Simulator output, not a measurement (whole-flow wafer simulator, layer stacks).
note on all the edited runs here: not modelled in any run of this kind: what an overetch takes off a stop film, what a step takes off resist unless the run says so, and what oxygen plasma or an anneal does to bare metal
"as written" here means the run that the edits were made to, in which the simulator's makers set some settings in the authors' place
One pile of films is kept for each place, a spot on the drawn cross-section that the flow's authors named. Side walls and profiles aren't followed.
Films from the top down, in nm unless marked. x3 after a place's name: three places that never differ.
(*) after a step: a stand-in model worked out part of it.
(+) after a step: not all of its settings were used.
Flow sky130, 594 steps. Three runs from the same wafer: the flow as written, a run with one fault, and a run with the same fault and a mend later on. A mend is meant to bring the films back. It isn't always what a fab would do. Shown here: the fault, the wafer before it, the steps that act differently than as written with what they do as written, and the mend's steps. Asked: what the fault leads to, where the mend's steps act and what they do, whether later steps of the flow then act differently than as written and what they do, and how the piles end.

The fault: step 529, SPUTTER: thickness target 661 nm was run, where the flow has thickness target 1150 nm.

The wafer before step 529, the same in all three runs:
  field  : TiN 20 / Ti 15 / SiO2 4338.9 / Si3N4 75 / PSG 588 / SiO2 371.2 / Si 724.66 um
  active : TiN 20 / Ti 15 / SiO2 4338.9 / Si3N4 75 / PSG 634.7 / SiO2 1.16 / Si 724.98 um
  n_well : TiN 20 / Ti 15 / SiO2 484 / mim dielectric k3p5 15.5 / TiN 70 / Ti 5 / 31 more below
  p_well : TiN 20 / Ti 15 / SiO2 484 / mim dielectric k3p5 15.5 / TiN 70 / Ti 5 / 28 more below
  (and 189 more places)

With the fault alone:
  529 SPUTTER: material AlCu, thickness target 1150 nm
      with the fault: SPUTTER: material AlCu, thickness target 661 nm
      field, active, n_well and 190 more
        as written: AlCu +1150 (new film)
        with the fault: AlCu +661 (new film)
  Later steps of the flow that act differently than as written (2 more steps differ only slightly, by at most 2% or 0.5 nm, whichever is larger, and aren't shown):
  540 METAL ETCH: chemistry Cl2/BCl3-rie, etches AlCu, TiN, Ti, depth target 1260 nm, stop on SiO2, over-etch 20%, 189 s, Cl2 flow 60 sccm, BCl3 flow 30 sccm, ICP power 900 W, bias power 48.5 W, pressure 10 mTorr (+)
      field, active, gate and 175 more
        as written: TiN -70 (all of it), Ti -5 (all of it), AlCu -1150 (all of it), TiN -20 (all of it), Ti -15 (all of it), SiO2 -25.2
        with the fault: TiN -70 (all of it), Ti -5 (all of it), AlCu -661 (all of it), TiN -20 (all of it), Ti -15 (all of it), SiO2 -74.1
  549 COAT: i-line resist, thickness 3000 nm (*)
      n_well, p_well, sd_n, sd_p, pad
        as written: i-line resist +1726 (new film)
        with the fault: i-line resist +2162.5 (new film)
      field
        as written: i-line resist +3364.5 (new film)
        with the fault: i-line resist +3235.8 (new film)
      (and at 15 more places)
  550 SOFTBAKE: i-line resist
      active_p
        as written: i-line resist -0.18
        with the fault: i-line resist +0.68
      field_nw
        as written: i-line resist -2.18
        with the fault: i-line resist +0.89
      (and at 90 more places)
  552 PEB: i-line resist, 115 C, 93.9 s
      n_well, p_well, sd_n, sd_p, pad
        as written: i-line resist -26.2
        with the fault: i-line resist -33.7
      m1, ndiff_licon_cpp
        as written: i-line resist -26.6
        with the fault: i-line resist -33.9
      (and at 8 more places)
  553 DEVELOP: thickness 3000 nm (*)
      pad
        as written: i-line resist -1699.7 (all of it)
        with the fault: i-line resist -2128.9 (all of it)
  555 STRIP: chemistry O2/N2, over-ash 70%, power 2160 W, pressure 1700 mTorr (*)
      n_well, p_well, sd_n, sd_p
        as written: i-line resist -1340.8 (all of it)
        with the fault: i-line resist -1769.9 (all of it)
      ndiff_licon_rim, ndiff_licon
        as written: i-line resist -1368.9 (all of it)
        with the fault: i-line resist -1787 (all of it)
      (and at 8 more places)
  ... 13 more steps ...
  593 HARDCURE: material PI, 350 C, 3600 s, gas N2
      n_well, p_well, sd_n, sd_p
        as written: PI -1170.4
        with the fault: PI -1201.4
  At the end the piles differ from the flow's by more than 2% or 0.5 nm, whichever is larger, at n_well, p_well, gate_hv and 108 more.
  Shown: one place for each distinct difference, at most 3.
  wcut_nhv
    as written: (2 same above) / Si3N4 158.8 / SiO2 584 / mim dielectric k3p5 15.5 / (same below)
    with the fault: (2 same above) / Si3N4 158.8 / SiO2 535.1 / mim dielectric k3p5 15.5 / (same below)
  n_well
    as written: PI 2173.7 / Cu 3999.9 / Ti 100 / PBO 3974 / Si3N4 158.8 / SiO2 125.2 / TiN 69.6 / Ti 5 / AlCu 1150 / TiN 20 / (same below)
    with the fault: PI 2231.2 / Cu 3999.9 / Ti 100 / PBO 4325.5 / Si3N4 158.8 / SiO2 125.2 / TiN 69.6 / Ti 5 / AlCu 661 / TiN 20 / (same below)
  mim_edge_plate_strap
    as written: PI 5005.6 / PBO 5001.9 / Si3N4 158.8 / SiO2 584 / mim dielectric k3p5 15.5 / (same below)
    with the fault: PI 5005.9 / PBO 5001.2 / Si3N4 158.8 / SiO2 535.1 / mim dielectric k3p5 15.5 / (same below)

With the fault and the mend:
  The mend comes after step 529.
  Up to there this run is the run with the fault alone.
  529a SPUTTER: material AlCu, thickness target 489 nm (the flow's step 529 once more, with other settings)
      field, active, n_well and 190 more
        AlCu +489
  No later step of the flow acts differently than as written at any place that is followed.
  At the end the piles are the same as the flow's at every place that both follow.
